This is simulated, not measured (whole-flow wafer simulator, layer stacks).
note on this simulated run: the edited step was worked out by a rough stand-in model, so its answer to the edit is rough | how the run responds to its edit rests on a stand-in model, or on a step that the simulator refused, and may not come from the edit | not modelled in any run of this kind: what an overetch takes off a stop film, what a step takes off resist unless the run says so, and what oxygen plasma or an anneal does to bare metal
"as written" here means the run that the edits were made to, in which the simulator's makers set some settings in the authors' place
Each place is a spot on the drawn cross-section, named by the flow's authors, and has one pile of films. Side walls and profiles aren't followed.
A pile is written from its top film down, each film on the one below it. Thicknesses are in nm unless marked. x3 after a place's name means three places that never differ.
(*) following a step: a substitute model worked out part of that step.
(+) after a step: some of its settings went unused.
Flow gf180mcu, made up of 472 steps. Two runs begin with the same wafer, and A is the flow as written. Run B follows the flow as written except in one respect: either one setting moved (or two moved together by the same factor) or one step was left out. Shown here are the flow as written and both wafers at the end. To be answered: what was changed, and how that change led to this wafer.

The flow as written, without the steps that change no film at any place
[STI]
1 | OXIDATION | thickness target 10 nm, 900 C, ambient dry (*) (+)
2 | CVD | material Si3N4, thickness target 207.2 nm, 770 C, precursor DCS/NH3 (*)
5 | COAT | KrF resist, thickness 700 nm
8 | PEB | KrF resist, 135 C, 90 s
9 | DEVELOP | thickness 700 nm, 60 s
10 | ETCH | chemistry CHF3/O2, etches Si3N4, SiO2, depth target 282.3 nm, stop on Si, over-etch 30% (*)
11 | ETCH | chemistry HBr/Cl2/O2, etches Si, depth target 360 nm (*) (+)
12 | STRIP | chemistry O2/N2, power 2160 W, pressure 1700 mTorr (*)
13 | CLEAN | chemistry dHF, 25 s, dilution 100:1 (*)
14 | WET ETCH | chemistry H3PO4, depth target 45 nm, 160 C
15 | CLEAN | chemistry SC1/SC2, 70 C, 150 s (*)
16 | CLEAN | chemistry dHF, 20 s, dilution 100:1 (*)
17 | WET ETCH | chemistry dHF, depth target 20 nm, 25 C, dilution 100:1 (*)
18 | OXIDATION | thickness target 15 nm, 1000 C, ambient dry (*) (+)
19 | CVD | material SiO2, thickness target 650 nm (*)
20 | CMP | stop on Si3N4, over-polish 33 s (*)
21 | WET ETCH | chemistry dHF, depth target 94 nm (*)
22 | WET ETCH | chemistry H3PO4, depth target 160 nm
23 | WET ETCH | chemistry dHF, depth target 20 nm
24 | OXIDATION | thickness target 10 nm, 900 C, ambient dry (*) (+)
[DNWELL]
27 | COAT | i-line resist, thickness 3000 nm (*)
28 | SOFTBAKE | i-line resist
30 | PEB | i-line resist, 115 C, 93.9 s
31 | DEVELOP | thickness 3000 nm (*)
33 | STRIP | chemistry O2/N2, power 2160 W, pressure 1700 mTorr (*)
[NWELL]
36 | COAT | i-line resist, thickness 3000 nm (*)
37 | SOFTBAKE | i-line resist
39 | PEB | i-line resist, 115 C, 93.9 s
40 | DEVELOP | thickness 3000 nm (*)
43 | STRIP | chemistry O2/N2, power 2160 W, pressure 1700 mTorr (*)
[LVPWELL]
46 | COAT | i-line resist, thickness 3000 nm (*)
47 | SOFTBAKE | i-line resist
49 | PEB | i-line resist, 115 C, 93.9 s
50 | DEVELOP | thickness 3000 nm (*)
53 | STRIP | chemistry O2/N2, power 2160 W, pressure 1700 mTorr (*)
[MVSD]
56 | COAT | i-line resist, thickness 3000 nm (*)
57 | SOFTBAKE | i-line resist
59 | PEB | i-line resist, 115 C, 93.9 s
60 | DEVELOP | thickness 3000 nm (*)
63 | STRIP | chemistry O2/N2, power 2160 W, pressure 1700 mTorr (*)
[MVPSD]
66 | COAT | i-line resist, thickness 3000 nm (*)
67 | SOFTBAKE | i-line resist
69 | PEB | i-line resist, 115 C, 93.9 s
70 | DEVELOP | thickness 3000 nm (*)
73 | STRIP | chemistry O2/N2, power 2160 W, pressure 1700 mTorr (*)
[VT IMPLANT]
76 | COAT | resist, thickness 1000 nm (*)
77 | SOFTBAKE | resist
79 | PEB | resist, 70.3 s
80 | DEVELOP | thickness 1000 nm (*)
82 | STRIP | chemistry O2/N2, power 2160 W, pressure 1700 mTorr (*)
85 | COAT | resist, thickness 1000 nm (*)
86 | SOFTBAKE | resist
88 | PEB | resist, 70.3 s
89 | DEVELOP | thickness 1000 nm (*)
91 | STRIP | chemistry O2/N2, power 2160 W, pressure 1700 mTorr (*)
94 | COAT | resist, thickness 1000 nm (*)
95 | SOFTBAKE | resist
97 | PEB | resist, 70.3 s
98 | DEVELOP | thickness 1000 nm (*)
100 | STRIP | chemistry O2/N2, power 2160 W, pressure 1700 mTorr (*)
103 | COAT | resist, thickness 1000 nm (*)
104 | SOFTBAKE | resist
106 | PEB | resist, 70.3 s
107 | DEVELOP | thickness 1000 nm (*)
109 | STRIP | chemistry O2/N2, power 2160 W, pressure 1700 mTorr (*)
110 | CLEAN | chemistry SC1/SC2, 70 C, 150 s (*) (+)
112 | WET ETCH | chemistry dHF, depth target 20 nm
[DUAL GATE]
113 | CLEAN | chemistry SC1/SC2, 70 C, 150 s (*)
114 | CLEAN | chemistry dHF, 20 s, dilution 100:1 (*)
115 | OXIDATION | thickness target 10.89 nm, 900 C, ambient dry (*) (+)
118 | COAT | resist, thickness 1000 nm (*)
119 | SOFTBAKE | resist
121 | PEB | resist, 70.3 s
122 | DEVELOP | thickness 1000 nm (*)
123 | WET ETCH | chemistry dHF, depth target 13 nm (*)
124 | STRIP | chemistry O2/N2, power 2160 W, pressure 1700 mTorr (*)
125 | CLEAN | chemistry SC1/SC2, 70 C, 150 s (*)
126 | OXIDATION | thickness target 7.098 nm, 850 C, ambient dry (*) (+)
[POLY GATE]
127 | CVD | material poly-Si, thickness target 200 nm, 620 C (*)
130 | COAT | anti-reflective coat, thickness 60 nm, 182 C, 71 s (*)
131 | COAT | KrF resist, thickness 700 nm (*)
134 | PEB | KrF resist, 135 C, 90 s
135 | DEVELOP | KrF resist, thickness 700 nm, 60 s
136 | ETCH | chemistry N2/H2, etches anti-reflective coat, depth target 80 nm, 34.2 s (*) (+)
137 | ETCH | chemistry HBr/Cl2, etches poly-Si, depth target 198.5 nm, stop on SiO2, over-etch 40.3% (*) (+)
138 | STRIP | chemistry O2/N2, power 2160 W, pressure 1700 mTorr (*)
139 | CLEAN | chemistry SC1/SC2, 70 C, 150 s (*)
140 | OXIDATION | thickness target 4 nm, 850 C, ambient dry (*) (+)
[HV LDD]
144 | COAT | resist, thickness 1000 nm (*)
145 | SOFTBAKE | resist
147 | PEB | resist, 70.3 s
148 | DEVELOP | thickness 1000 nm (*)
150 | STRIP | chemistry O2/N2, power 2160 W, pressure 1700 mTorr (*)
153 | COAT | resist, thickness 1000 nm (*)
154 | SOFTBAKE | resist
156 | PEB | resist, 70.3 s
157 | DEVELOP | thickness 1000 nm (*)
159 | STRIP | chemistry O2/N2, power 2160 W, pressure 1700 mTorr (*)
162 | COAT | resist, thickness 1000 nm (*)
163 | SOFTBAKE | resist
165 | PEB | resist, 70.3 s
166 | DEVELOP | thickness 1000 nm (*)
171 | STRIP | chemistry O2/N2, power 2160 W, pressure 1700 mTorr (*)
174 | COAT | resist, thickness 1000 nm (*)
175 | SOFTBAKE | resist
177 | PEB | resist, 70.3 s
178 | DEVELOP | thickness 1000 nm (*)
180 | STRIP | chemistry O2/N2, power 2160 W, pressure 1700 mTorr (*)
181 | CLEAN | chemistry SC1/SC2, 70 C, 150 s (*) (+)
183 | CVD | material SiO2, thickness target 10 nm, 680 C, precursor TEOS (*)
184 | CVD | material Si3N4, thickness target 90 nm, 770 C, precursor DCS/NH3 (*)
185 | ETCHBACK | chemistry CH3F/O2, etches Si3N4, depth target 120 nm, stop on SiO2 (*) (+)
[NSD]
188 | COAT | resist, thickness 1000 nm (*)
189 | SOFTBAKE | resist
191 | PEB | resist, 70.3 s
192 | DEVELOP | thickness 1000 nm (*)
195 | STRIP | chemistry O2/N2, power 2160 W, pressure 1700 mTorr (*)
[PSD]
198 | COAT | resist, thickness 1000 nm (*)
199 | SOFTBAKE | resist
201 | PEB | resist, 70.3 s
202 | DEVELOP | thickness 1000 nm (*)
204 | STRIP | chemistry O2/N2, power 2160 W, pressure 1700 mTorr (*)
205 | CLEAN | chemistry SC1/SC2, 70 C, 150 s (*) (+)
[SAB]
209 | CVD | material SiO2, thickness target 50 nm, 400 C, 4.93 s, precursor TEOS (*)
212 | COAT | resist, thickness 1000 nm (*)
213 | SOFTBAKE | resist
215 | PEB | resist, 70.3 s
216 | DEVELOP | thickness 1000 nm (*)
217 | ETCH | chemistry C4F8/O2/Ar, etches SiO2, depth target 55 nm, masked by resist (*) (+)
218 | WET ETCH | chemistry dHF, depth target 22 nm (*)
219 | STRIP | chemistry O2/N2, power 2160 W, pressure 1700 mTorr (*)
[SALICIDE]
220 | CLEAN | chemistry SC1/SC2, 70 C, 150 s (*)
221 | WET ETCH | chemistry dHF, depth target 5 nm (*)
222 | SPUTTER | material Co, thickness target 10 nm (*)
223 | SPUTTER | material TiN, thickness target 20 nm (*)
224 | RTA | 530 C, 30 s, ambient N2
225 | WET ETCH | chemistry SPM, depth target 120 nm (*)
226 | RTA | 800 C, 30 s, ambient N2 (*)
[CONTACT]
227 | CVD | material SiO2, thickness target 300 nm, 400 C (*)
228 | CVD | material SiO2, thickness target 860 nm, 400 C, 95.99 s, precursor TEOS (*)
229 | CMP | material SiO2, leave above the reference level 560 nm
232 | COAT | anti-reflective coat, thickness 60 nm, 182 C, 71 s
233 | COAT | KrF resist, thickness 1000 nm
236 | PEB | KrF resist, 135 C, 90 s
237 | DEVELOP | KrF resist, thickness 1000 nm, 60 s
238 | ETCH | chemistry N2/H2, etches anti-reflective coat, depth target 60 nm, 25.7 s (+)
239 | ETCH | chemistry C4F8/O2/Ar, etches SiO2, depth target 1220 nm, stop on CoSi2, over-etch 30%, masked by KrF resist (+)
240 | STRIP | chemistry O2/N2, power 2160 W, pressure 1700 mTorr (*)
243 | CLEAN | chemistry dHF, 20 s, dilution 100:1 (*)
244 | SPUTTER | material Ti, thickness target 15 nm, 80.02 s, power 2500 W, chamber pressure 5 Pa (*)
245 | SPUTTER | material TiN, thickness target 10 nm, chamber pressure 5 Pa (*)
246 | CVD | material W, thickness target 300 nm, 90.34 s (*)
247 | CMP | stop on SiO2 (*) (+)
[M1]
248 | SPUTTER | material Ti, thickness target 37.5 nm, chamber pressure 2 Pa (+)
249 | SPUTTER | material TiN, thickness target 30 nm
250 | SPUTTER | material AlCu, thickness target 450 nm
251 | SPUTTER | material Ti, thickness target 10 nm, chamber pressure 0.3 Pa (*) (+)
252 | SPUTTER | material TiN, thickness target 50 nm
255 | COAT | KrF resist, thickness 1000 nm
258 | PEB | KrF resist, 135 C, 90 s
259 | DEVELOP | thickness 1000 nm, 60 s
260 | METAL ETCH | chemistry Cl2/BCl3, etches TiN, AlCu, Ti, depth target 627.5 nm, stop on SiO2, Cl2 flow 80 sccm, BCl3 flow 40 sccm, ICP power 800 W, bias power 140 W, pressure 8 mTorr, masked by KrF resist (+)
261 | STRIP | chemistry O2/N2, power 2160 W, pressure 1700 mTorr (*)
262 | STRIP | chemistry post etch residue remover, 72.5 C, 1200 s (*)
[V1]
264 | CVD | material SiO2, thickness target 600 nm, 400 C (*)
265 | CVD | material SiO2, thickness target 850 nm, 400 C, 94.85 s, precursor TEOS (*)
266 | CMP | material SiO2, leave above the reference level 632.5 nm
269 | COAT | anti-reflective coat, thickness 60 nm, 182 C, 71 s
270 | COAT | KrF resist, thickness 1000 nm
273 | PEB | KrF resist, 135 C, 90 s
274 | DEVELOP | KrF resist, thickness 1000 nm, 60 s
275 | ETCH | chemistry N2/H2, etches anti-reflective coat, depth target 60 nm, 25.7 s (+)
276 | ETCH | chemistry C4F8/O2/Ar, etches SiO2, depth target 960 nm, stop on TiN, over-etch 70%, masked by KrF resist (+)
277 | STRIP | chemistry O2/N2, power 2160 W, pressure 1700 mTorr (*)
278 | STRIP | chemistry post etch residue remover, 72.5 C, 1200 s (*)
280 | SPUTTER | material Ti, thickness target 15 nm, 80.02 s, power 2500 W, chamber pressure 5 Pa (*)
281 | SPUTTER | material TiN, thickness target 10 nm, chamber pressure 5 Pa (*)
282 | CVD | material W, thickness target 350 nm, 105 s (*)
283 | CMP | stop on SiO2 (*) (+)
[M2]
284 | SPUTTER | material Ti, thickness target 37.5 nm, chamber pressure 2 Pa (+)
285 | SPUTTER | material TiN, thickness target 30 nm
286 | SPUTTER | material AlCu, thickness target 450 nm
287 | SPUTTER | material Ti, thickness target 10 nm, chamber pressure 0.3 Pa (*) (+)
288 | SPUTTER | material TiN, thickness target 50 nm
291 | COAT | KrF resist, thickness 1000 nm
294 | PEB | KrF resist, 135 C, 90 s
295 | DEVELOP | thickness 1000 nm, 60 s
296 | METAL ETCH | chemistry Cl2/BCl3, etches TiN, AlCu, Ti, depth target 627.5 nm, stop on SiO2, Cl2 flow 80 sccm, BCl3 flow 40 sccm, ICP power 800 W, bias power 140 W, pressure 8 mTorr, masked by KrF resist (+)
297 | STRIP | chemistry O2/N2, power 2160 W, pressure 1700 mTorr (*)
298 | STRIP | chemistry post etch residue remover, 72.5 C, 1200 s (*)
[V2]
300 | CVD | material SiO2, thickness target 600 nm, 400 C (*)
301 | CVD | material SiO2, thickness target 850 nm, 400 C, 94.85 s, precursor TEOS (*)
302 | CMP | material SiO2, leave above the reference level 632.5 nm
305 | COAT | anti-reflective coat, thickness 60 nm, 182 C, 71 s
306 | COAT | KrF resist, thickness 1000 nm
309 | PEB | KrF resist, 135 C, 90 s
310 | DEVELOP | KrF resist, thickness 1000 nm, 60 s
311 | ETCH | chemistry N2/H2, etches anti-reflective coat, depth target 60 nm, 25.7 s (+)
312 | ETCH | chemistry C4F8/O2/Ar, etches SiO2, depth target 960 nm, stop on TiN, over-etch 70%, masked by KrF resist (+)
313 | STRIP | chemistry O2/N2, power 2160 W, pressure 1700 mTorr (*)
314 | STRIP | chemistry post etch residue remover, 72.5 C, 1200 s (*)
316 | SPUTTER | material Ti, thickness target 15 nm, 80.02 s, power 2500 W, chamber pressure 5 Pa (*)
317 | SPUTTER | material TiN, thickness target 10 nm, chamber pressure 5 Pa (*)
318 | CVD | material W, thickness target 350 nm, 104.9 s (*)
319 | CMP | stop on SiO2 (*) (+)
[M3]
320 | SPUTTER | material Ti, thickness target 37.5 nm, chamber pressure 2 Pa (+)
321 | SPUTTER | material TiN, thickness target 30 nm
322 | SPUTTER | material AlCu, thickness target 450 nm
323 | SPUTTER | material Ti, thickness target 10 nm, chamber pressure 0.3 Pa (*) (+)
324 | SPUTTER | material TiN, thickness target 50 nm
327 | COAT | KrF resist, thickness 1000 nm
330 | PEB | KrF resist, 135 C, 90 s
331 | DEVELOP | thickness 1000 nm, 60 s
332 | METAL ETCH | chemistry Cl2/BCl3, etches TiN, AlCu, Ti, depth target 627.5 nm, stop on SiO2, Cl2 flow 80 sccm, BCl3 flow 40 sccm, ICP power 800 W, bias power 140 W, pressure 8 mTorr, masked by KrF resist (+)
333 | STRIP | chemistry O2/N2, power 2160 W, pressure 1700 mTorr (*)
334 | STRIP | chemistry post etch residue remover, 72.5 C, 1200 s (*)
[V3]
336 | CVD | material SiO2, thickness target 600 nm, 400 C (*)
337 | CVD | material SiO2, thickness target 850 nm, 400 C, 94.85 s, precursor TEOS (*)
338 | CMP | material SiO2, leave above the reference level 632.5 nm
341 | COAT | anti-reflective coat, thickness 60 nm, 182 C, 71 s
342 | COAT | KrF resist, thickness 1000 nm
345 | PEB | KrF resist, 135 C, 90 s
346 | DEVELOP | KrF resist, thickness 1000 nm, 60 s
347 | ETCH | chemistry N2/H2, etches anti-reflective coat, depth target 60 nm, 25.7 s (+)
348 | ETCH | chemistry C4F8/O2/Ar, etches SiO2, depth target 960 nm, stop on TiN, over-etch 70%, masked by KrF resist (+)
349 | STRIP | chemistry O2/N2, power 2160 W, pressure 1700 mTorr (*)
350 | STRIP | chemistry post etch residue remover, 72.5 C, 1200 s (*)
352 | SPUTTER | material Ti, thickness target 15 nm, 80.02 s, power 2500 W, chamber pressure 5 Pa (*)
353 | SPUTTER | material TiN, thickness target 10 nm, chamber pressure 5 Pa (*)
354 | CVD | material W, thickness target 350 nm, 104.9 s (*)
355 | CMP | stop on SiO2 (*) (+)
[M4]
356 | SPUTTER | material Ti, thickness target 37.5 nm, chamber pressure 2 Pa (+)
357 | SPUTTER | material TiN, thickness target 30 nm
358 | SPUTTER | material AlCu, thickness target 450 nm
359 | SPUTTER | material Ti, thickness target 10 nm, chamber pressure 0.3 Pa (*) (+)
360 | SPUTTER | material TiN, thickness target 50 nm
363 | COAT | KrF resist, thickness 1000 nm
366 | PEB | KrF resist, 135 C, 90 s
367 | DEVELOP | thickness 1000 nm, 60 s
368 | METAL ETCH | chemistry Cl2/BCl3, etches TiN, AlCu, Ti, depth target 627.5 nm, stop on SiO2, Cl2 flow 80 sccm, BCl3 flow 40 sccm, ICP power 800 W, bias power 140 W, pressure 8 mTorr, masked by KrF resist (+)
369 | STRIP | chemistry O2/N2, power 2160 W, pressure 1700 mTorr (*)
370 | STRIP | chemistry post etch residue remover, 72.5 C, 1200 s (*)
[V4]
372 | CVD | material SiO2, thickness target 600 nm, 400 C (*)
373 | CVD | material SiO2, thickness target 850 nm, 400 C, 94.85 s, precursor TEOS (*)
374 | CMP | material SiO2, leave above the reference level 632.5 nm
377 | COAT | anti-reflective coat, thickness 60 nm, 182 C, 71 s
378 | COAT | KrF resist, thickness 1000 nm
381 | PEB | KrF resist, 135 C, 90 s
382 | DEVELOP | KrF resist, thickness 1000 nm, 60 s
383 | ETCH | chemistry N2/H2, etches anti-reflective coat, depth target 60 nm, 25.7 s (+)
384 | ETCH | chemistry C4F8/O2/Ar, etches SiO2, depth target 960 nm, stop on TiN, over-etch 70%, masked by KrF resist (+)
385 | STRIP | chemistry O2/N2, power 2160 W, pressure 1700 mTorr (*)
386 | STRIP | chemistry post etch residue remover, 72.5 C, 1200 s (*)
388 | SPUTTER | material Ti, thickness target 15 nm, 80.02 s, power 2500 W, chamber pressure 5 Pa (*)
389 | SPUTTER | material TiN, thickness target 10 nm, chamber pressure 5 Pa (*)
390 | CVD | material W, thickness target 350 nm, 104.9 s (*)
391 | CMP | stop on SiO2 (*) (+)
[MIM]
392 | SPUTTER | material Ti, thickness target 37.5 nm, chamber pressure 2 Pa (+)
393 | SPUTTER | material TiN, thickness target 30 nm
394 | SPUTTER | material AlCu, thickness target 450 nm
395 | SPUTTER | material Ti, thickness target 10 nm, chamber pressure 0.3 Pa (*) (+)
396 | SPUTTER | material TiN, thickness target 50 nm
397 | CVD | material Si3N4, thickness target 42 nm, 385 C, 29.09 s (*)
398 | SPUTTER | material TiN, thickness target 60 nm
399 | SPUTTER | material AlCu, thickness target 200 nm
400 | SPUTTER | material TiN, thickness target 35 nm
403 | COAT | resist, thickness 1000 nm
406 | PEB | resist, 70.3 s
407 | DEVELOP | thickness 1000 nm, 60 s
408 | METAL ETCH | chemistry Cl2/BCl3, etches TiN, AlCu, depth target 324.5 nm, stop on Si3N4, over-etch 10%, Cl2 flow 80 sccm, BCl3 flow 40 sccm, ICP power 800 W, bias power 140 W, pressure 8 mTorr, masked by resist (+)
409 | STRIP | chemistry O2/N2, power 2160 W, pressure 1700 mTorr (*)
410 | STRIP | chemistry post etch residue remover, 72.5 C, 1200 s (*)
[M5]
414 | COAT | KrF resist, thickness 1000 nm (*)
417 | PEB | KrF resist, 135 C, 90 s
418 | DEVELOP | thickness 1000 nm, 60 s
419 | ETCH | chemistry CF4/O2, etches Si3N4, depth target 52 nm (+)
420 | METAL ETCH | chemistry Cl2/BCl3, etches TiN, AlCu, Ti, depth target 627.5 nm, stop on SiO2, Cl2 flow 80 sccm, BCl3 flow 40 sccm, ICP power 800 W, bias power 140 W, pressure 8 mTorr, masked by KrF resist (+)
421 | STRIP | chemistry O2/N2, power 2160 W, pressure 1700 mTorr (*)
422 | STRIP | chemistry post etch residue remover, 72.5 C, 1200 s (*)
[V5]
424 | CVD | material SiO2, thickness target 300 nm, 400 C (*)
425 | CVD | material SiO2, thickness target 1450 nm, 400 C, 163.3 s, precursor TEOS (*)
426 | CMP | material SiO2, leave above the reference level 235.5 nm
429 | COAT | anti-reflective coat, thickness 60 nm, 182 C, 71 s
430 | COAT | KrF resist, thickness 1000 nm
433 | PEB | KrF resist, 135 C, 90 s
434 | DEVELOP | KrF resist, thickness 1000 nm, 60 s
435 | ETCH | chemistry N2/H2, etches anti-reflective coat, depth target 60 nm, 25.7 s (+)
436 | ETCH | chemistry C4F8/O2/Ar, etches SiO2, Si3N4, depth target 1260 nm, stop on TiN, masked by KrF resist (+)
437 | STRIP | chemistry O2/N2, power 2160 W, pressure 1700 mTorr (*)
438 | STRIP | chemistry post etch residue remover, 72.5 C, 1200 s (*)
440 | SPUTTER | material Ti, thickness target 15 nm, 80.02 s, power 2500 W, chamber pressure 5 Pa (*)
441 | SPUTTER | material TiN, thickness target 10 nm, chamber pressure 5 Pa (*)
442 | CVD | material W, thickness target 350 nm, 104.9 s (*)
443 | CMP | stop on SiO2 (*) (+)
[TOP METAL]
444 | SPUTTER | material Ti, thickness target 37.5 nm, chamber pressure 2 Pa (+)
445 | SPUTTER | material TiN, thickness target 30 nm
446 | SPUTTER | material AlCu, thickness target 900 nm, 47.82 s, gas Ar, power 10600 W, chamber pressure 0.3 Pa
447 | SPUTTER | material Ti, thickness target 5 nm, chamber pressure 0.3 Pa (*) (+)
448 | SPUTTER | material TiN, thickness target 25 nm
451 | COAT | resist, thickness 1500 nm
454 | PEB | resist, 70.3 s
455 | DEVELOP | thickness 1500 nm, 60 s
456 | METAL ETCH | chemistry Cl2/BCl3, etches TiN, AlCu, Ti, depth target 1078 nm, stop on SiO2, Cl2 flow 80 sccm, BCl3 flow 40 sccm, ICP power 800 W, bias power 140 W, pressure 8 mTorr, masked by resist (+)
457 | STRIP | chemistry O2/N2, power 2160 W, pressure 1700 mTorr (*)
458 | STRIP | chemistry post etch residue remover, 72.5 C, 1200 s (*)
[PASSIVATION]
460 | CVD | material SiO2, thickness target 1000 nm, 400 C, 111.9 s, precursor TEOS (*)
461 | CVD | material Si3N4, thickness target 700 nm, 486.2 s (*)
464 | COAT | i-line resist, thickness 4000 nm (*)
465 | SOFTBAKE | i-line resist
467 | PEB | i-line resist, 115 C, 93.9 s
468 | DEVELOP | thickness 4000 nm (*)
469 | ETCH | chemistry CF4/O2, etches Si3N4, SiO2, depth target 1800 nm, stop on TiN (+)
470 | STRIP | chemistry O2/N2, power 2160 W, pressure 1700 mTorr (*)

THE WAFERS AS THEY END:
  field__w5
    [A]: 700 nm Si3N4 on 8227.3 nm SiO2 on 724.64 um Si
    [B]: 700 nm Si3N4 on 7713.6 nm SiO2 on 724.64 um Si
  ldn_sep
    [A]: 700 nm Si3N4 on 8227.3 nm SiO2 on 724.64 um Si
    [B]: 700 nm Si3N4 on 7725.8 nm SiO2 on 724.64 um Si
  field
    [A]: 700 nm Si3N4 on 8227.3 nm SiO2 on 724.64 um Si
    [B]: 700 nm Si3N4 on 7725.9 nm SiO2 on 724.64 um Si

What caused this: step 425, CVD: thickness target 638 nm was run, whereas the flow has thickness target 1450 nm; step 425, CVD: 71.84 s was run, where the flow has 163.3 s.

Step by step, how the change led to this:
  425 | CVD | material SiO2, thickness target 1450 nm, 400 C, 163.3 s, precursor TEOS (*)
      field, field__w1, field__w4 and 100 more: A +1450 SiO2 | B +648.3 SiO2
      field__w2, field__w3, field__w12 and 6 more: A +1421.8 SiO2 | B +636.3 SiO2
  426 | CMP | material SiO2, leave above the reference level 235.5 nm
      field, field__w1, field__w5 and 92 more: A -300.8 SiO2 | B nothing
      field__w2, field__w3, field__w12 and 6 more: A -272.7 SiO2 | B nothing
      (as well as at 8 more places)
  429 | COAT | anti-reflective coat, thickness 60 nm, 182 C, 71 s
      field_sub, field_sub__w2, field_sub__w3, ld_gate_n, ld_sd_p, ld_gate_p, ld_body_p_dnw: A +60 anti-reflective coat (new film) | B +62.1 anti-reflective coat (new film)
      field_sub__w4, ld_acc_p, ld_fp_p, ld_drift_p, ld_drn_p, gate_p_hv: A +60 anti-reflective coat (new film) | B +62 anti-reflective coat (new film)
      (as well as at 61 more places)
  430 | COAT | KrF resist, thickness 1000 nm
      field: A +1000 KrF resist (new film) | B +939.1 KrF resist (new film)
      field__w5: A +1000 KrF resist (new film) | B +1027.3 KrF resist (new film)
      (as well as at 29 more places)
  433 | PEB | KrF resist, 135 C, 90 s
      field__w7, ppoly_u, npoly_sal: A -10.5 KrF resist | B -12.2 KrF resist
      polyc_n, polyc_n_rim: A -10.5 KrF resist | B -15.5 KrF resist
      (as well as at 18 more places)
  434 | DEVELOP | KrF resist, thickness 1000 nm, 60 s
      contact: A -989.5 KrF resist (all of it) | B -683.9 KrF resist (all of it)
  435 | ETCH | chemistry N2/H2, etches anti-reflective coat, depth target 60 nm, 25.7 s (+)
      contact: A -60 anti-reflective coat (all of it), -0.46 SiO2 | B -7.97 anti-reflective coat (all of it), -1.8 SiO2
  437 | STRIP | chemistry O2/N2, power 2160 W, pressure 1700 mTorr (*)
      p_well, sti, spacer, sd_n, pad, dice_street: A -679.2 KrF resist (all of it), -60 anti-reflective coat (all of it) | B -679.9 KrF resist (all of it), -63.2 anti-reflective coat (all of it)
      field_sub__w3, ld_sd_p: A -679.2 KrF resist (all of it), -60 anti-reflective coat (all of it) | B -683.9 KrF resist (all of it), -62.1 anti-reflective coat (all of it)
      (as well as at 66 more places)
  440 | SPUTTER | material Ti, thickness target 15 nm, 80.02 s, power 2500 W, chamber pressure 5 Pa (*)
      contact: A +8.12 Ti (new film) | B +10.9 Ti (new film)
  441 | SPUTTER | material TiN, thickness target 10 nm, chamber pressure 5 Pa (*)
      contact: A +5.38 TiN (new film) | B +7.24 TiN (new film)
  442 | CVD | material W, thickness target 350 nm, 104.9 s (*)
      contact: A +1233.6 W (new film) | B +728.1 W (new film)
  443 | CMP | stop on SiO2 (*) (+)
      field__w3, field__w12, npoly_sal, ppoly_sal, nw_sep_fld, gate_hv5, gate_p_hv5, sti_nw: A -350 W (all of it), -10 TiN (all of it), -15 Ti (all of it), -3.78 SiO2 | B -350 W (all of it), -9.85 TiN (all of it), -7.11 Ti
      field__w2: A -350 W (all of it), -10 TiN (all of it), -15 Ti (all of it), -3.78 SiO2 | B -350 W (all of it), -9.63 TiN (all of it), -6.8 Ti
      (as well as at 102 more places)
  444 | SPUTTER | material Ti, thickness target 37.5 nm, chamber pressure 2 Pa (+)
      field__w2, field__w3, field__w12 and 6 more: A +37.5 Ti (new film) | B +36.8 Ti
  445 | SPUTTER | material TiN, thickness target 30 nm
      field__w2, field__w3, field__w12 and 6 more: A +30 TiN (new film) | B +28.7 TiN (new film)
  446 | SPUTTER | material AlCu, thickness target 900 nm, 47.82 s, gas Ar, power 10600 W, chamber pressure 0.3 Pa
      field__w2, field__w3, field__w12 and 6 more: A +900 AlCu (new film) | B +873.1 AlCu (new film)
  447 | SPUTTER | material Ti, thickness target 5 nm, chamber pressure 0.3 Pa (*) (+)
      field__w2: A +5 Ti (new film) | B +4.21 Ti (new film)
  ... another 10 steps ...
  470 | STRIP | chemistry O2/N2, power 2160 W, pressure 1700 mTorr (*)
      field__w8, m1__w1: A -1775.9 i-line resist (all of it) | B -1314.1 i-line resist (all of it)
      m1: A -1798.9 i-line resist (all of it) | B -1332.7 i-line resist (all of it)
      (as well as at 3 more places)
